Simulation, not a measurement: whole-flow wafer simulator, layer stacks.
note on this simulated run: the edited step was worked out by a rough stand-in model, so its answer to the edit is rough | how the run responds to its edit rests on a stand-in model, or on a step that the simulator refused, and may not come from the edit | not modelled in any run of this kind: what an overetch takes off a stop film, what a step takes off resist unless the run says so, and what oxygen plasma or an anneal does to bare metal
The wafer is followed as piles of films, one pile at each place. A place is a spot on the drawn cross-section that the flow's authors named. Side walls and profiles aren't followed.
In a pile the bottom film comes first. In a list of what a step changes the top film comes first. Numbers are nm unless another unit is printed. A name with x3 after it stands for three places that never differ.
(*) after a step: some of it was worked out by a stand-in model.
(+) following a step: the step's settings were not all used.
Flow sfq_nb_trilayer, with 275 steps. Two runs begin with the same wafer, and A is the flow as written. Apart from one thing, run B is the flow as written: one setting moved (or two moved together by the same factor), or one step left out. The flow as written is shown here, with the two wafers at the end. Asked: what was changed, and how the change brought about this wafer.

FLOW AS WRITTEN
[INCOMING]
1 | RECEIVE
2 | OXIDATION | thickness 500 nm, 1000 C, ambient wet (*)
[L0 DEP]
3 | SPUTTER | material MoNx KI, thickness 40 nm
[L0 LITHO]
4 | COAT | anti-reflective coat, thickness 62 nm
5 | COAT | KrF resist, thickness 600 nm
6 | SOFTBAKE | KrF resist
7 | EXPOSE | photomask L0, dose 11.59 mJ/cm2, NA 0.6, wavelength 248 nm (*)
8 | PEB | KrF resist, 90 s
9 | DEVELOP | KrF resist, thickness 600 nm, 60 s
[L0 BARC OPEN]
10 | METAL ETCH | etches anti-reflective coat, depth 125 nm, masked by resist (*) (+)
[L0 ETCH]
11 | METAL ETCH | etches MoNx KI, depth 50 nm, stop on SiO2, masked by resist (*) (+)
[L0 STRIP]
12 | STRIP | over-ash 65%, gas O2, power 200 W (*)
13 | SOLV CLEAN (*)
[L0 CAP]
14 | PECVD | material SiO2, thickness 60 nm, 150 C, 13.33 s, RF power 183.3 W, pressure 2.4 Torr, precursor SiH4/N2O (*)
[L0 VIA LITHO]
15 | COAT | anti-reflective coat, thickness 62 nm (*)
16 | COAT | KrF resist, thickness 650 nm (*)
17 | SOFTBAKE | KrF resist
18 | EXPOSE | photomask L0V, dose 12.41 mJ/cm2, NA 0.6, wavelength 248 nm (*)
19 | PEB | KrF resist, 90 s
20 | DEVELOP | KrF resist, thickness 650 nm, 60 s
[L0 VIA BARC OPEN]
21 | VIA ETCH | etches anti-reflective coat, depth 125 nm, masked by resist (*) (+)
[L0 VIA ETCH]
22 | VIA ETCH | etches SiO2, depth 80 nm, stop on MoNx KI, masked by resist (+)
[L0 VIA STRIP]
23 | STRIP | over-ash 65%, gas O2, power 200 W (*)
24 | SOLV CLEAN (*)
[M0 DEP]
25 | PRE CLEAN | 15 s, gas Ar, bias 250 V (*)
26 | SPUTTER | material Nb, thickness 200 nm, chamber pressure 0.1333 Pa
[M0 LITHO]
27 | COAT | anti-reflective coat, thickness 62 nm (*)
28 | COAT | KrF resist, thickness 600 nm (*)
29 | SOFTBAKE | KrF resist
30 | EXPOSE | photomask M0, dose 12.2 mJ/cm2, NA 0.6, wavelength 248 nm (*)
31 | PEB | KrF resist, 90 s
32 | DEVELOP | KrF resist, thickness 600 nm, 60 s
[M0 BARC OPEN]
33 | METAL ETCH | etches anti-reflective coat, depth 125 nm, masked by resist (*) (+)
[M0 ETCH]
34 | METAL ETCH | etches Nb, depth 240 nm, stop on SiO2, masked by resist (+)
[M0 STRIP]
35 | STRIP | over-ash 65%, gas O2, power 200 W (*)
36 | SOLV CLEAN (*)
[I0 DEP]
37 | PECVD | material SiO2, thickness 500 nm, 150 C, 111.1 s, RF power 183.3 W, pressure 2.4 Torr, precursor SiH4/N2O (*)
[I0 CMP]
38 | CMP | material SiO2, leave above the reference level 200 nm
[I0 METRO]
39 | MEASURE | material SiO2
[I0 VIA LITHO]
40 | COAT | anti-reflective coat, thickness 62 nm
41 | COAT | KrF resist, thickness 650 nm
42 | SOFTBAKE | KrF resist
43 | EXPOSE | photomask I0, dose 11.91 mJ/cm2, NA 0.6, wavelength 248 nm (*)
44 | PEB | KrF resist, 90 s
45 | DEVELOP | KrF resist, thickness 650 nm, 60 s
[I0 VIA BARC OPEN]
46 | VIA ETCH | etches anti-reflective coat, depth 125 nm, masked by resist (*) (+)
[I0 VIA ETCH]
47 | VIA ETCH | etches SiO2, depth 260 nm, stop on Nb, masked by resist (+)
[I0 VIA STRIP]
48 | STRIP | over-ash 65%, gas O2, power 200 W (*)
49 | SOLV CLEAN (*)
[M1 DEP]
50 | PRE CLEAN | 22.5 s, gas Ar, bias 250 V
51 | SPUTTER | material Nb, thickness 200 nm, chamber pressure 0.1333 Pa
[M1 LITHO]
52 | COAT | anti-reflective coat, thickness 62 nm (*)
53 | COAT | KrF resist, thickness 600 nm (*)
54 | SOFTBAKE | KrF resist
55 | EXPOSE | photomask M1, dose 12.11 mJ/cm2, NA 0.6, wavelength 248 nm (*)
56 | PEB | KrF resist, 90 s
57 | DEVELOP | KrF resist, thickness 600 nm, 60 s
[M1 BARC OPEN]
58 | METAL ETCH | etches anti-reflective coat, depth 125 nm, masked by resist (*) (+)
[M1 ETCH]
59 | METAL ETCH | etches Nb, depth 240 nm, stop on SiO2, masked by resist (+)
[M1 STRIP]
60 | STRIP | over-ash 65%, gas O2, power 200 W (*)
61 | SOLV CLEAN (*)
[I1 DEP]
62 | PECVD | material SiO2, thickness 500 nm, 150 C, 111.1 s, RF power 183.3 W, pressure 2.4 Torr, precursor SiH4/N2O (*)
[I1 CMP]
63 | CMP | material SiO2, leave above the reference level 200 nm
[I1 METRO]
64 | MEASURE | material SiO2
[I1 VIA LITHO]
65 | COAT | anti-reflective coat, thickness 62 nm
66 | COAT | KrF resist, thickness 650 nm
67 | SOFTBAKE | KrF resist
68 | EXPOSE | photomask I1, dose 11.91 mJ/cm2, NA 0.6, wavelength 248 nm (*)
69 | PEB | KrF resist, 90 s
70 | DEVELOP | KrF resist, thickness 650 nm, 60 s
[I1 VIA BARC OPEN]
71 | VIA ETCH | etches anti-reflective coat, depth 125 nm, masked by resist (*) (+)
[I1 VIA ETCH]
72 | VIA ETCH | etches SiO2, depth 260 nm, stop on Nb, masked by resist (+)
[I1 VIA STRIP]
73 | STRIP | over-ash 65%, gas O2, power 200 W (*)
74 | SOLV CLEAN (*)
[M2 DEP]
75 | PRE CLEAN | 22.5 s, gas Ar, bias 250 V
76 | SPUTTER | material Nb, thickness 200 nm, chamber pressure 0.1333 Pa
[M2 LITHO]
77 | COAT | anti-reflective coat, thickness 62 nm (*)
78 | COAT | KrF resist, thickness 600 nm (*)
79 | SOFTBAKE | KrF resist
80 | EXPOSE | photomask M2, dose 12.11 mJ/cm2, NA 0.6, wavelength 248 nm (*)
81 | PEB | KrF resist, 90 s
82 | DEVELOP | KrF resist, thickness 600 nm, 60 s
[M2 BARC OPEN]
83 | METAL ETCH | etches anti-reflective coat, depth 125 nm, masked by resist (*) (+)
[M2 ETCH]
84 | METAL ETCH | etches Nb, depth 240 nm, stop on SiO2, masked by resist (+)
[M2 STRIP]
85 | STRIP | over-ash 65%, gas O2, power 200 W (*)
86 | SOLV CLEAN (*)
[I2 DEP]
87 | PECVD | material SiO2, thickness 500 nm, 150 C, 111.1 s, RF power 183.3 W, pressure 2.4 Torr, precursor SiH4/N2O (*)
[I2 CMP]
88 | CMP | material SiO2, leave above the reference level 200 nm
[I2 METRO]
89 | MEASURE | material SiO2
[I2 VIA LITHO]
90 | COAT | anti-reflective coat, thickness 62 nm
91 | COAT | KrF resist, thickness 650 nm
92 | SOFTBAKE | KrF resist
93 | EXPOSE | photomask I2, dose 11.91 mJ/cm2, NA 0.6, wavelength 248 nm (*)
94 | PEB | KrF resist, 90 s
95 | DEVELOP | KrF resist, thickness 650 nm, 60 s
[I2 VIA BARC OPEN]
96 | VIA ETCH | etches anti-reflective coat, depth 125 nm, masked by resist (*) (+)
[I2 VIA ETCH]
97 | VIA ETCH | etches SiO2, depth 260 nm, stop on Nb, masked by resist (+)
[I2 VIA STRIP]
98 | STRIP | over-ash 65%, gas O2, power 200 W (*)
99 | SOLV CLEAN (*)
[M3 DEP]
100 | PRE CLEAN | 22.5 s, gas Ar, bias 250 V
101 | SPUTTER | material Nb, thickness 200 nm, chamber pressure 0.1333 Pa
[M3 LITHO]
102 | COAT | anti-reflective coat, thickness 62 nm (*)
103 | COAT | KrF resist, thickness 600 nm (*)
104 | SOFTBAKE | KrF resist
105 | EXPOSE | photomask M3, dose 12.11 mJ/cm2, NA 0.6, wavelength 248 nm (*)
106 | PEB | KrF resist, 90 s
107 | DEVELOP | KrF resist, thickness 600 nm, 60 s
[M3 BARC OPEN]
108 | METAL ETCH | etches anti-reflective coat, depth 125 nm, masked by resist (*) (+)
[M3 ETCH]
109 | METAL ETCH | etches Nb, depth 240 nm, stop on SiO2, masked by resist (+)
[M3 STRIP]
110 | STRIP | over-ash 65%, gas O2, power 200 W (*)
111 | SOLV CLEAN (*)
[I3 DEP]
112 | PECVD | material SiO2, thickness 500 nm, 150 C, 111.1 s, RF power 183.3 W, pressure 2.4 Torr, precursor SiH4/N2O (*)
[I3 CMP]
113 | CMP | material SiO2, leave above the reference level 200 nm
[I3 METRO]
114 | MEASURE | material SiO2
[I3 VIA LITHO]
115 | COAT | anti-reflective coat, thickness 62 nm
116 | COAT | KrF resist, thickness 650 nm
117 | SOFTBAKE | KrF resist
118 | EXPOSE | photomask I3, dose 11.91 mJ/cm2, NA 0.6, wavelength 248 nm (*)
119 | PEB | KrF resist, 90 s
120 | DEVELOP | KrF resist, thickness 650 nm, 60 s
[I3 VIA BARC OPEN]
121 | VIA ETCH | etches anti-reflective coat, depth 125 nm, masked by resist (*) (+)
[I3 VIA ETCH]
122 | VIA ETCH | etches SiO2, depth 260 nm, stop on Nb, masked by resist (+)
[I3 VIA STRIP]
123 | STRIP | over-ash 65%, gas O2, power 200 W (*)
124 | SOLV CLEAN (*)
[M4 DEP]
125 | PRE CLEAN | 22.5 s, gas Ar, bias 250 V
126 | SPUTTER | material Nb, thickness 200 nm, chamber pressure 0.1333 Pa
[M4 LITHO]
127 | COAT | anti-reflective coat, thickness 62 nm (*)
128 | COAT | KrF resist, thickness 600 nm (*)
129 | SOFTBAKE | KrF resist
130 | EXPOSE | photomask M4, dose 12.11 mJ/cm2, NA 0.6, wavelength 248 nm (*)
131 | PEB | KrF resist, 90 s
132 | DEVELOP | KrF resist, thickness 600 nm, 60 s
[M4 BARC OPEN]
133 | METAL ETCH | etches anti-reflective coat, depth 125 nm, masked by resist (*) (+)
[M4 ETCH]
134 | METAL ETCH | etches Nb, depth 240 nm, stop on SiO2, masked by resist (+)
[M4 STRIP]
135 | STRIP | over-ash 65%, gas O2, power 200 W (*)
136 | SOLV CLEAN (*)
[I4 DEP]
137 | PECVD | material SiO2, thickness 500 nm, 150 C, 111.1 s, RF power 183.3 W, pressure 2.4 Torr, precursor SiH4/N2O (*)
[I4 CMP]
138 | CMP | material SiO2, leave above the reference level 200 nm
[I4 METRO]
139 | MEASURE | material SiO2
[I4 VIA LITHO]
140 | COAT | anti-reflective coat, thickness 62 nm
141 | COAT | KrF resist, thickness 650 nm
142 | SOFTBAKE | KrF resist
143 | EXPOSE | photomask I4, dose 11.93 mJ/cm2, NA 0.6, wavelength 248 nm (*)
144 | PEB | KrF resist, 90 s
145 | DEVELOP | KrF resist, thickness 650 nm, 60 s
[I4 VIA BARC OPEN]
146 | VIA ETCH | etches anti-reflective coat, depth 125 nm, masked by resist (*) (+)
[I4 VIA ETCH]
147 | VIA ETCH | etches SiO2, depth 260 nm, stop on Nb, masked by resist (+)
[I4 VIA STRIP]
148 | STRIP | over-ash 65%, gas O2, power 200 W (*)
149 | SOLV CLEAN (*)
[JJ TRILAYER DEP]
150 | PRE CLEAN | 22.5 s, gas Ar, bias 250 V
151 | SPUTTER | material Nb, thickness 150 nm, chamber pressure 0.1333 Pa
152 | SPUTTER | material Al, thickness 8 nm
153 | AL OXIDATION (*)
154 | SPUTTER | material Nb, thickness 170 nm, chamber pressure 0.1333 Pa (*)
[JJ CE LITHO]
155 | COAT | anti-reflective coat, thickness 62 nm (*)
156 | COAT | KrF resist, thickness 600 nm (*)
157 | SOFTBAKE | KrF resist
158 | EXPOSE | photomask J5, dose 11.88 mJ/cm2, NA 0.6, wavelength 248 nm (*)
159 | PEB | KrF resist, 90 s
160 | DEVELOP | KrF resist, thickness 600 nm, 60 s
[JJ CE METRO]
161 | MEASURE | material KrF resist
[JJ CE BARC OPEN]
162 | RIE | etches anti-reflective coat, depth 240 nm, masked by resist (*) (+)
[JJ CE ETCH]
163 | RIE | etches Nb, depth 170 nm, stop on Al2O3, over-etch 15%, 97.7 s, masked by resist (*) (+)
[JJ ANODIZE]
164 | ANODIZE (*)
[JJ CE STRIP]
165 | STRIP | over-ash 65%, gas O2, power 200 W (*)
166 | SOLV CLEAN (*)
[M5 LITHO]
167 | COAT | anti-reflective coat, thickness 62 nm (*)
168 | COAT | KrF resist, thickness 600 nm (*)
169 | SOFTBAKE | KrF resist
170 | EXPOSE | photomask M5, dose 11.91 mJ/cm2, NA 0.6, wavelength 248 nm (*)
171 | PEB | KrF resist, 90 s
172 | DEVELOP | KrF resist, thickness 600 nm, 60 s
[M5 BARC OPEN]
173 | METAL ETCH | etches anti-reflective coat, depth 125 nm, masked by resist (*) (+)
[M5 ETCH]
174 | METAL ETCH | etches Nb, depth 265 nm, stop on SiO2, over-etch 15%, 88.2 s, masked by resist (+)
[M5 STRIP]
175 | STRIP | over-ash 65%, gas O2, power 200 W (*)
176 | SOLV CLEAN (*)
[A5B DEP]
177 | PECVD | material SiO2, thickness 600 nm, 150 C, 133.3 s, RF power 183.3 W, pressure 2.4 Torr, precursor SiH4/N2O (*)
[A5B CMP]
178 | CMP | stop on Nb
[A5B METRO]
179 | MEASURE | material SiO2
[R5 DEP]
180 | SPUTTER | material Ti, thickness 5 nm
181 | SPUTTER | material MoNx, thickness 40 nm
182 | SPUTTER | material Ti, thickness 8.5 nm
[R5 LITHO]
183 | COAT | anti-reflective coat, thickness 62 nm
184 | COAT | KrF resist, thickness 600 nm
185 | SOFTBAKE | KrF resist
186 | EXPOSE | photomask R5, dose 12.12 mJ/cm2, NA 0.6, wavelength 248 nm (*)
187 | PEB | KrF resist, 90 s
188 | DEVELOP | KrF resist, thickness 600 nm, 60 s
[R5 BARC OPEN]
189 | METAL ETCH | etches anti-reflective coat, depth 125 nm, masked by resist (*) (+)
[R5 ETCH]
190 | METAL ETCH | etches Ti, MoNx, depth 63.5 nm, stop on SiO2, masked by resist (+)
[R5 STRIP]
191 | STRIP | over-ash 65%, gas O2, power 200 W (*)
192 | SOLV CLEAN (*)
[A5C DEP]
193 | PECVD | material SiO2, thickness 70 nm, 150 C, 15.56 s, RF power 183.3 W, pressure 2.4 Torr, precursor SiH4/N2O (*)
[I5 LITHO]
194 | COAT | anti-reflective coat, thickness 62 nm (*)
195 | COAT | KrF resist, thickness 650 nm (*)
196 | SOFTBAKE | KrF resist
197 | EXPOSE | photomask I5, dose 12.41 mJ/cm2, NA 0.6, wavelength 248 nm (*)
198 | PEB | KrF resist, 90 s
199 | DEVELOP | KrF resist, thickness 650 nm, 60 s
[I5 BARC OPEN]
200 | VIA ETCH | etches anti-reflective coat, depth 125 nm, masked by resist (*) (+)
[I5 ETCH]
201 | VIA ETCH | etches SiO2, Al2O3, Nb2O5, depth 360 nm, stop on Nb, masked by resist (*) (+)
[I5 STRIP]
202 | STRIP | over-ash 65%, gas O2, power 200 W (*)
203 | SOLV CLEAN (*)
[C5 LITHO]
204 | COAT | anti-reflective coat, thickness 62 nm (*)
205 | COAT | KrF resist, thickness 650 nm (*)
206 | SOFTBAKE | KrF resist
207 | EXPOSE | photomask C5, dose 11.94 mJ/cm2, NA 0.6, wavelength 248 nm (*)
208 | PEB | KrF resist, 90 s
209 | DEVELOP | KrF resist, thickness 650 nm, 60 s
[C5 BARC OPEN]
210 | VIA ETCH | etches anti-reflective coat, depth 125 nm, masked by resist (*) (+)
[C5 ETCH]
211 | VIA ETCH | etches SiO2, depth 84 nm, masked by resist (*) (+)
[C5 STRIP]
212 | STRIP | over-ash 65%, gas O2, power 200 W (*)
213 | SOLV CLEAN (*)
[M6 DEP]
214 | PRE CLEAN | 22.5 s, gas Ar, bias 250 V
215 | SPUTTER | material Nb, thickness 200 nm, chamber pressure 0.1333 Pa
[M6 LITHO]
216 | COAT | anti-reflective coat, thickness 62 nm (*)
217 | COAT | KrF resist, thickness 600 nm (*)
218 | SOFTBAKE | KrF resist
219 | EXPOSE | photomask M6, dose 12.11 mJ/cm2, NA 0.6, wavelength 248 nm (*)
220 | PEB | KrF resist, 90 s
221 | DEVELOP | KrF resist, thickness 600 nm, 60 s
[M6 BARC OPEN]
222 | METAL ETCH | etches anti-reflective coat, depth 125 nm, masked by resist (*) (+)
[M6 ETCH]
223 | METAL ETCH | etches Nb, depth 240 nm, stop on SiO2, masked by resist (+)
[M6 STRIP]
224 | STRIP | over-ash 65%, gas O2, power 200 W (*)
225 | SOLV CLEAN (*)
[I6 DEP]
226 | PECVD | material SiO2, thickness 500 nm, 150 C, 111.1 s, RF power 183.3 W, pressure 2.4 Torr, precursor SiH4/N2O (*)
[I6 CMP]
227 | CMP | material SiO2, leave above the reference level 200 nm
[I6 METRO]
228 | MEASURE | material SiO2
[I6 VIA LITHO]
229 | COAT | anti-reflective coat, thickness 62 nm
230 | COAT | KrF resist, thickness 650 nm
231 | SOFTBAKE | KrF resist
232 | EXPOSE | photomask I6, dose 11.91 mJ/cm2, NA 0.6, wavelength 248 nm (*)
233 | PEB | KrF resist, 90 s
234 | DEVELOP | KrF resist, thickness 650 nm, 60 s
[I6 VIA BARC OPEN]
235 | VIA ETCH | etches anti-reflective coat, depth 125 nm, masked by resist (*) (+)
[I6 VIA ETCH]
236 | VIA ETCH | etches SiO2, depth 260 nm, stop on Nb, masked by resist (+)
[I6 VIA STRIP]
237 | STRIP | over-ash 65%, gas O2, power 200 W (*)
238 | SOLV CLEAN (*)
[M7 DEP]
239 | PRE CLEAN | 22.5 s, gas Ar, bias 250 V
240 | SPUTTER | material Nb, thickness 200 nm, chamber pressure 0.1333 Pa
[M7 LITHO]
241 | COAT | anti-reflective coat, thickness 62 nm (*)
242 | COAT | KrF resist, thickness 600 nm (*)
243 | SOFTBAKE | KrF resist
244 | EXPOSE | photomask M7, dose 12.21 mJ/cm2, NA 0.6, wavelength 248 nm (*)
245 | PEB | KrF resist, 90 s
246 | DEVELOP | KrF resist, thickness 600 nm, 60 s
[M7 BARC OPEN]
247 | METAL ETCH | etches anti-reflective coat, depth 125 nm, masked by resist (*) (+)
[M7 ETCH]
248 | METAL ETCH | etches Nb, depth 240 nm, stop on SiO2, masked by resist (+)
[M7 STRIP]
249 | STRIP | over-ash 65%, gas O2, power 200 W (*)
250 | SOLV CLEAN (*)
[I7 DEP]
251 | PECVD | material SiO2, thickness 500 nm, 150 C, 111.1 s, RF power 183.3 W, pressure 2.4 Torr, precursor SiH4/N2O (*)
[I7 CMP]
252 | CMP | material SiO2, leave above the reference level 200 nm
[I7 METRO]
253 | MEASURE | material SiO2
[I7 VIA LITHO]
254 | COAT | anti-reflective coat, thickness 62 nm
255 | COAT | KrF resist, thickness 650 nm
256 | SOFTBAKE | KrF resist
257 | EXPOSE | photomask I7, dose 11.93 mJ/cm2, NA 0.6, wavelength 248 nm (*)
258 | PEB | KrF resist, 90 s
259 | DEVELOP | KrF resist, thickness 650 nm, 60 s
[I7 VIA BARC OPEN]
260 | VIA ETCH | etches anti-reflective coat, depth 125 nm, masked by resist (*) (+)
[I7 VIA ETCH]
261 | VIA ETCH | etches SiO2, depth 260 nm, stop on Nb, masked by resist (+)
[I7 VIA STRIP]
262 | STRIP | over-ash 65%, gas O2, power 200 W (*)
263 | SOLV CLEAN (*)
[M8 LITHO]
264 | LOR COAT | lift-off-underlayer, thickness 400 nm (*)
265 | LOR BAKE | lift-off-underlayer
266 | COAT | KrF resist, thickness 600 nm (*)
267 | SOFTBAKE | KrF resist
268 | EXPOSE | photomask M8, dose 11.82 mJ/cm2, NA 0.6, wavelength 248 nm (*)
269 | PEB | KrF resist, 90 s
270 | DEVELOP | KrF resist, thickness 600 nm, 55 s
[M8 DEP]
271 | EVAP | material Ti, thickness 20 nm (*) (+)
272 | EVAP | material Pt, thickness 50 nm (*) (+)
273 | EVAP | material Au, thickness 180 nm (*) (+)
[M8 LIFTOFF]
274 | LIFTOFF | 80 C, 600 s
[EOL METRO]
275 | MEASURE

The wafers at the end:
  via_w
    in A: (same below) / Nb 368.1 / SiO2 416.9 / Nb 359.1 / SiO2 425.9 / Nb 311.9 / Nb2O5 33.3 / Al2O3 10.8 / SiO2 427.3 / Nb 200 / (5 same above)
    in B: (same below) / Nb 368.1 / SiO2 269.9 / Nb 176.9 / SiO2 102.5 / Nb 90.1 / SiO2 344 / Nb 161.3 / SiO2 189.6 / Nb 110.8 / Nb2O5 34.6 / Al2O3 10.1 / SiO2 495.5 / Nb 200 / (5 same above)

The reason: step 62, PECVD: thickness 325 nm was run, while the flow as written has thickness 500 nm; step 62, PECVD: 72.22 s was run, where the flow has 111.1 s.

The path from the change to this, step by step:
  62 | PECVD | material SiO2, thickness 500 nm, 150 C, 111.1 s, RF power 183.3 W, pressure 2.4 Torr, precursor SiH4/N2O (*)
      field_l, be, be_sur and 72 more: A +500 SiO2 | B +325 SiO2
      v_sur, via_wl, via_wr and 20 more: A +500 SiO2 (new film) | B +325 SiO2 (new film)
      (as well as at 8 more places)
  63 | CMP | material SiO2, leave above the reference level 200 nm
      field_l, be, be_sur and 72 more: A -100 SiO2 | B nothing
      lsp_m, ln_m6, lsp_r, l0_sur, l0v: A -94.9 SiO2 | B nothing
      (as well as at 26 more places)
  65 | COAT | anti-reflective coat, thickness 62 nm
      m0r_line_l, m0r_line_r, m6r_line_l, m6r_line_r, m7r_line_l, m7r_line_r: A +62 anti-reflective coat (new film) | B +63.6 anti-reflective coat (new film)
      wl_a_m6, wl_a_sr, wl_b_sl, wl_b_m5, wl_b_sr: A +62 anti-reflective coat (new film) | B +60.5 anti-reflective coat (new film)
      (as well as at 62 more places)
  66 | COAT | KrF resist, thickness 650 nm
      m0r_line_l, m6r_line_l, m7r_line_l: A +650 KrF resist (new film) | B +664.7 KrF resist (new film)
      m0r_line_r, m6r_line_r, m7r_line_r: A +650 KrF resist (new film) | B +664.6 KrF resist (new film)
      (as well as at 23 more places)
  70 | DEVELOP | KrF resist, thickness 650 nm, 60 s
      via_v: A -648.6 KrF resist (all of it) | B -620.8 KrF resist (all of it)
  71 | VIA ETCH | etches anti-reflective coat, depth 125 nm, masked by resist (*) (+)
      field_l, v_sur, via_wl and 102 more: A -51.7 KrF resist | B -46.6 KrF resist
      via_v: A -62 anti-reflective coat (all of it), -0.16 SiO2 | B -56 anti-reflective coat (all of it), -0.14 SiO2
  73 | STRIP | over-ash 65%, gas O2, power 200 W (*)
      m0r_line_l, m6r_line_l, m7r_line_l: A -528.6 KrF resist (all of it), -62 anti-reflective coat (all of it) | B -548.3 KrF resist (all of it), -63.6 anti-reflective coat (all of it)
      m0r_space_l, m6r_space_l, m7r_space_l: A -528.6 KrF resist (all of it), -62 anti-reflective coat (all of it) | B -542 KrF resist (all of it), -72.8 anti-reflective coat (all of it)
      (as well as at 73 more places)
  76 | SPUTTER | material Nb, thickness 200 nm, chamber pressure 0.1333 Pa
      be, lsp_l: A +200 Nb (new film) | B +193.3 Nb (new film)
      via_w: A +200 Nb (new film) | B +176.9 Nb (new film)
  77 | COAT | anti-reflective coat, thickness 62 nm (*)
      m0r_line_l, m0r_line_r, m6r_line_l, m6r_line_r, m7r_line_l, m7r_line_r, m8r_gap_c: A +62 anti-reflective coat (new film) | B +63.6 anti-reflective coat (new film)
      m0r_space_l, m0r_space_r, m6r_space_l, m6r_space_r, m7r_space_l, m7r_space_r: A +62 anti-reflective coat (new film) | B +70.6 anti-reflective coat (new film)
      (as well as at 58 more places)
  78 | COAT | KrF resist, thickness 600 nm (*)
      m0r_line_l, m0r_line_r, m6r_line_l, m6r_line_r, m7r_line_l, m7r_line_r: A +600 KrF resist (new film) | B +612.9 KrF resist (new film)
      m5r_linepad_l, m5r_linepad_r: A +600 KrF resist (new film) | B +584 KrF resist (new film)
      (as well as at 25 more places)
  82 | DEVELOP | KrF resist, thickness 600 nm, 60 s
      m0r_line_l, m0r_line_r, m6r_line_l, m6r_line_r, m7r_line_l, m7r_line_r: A -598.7 KrF resist (all of it) | B -611.6 KrF resist (all of it)
      m5r_linepad_l, m5r_linepad_r: A -598.7 KrF resist (all of it) | B -582.8 KrF resist (all of it)
      (as well as at 15 more places)
  83 | METAL ETCH | etches anti-reflective coat, depth 125 nm, masked by resist (*) (+)
      v_sur, via_wl, via_w and 19 more: A -51.7 KrF resist | B -54.3 KrF resist
      m0r_line_l, m0r_line_r, m6r_line_l, m6r_line_r, m7r_line_l, m7r_line_r, m8r_gap_c: A -62 anti-reflective coat (all of it) | B -63.6 anti-reflective coat (all of it)
      (as well as at 42 more places)
  84 | METAL ETCH | etches Nb, depth 240 nm, stop on SiO2, masked by resist (+)
      be, lsp_l: A -200 Nb (all of it) | B -193.3 Nb (all of it)
  85 | STRIP | over-ash 65%, gas O2, power 200 W (*)
      v_sur: A -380 KrF resist (all of it), -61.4 anti-reflective coat (all of it) | B -340.1 KrF resist (all of it), -48.2 anti-reflective coat (all of it)
      via_wl: A -379.5 KrF resist (all of it), -61.3 anti-reflective coat (all of it) | B -345.8 KrF resist (all of it), -42.4 anti-reflective coat (all of it)
      (as well as at 20 more places)
  87 | PECVD | material SiO2, thickness 500 nm, 150 C, 111.1 s, RF power 183.3 W, pressure 2.4 Torr, precursor SiH4/N2O (*)
      via_w: A +500 SiO2 (new film) | B +527.2 SiO2 (new film)
  88 | CMP | material SiO2, leave above the reference level 200 nm
      field_l, be, be_sur and 79 more: A -100 SiO2 | B -25 SiO2
      via_w: A -300 SiO2 | B -157.1 SiO2
  ... 33 other steps ...
  178 | CMP | stop on Nb
      via_w: A -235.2 SiO2 | B -226.5 SiO2
If metal films that touch count as one body, via_w has 7 bodies (between them, from the top down: SiO2 192.5; SiO2 495.5 / Al2O3 10.1 / Nb2O5 34.6; SiO2 189.6; SiO2 344; SiO2 102.5; SiO2 269.9); the flow as written gives 5 bodies (between them, from the top down: SiO2 192.5; SiO2 427.3 / Al2O3 10.8 / Nb2O5 33.3; SiO2 425.9; SiO2 416.9).
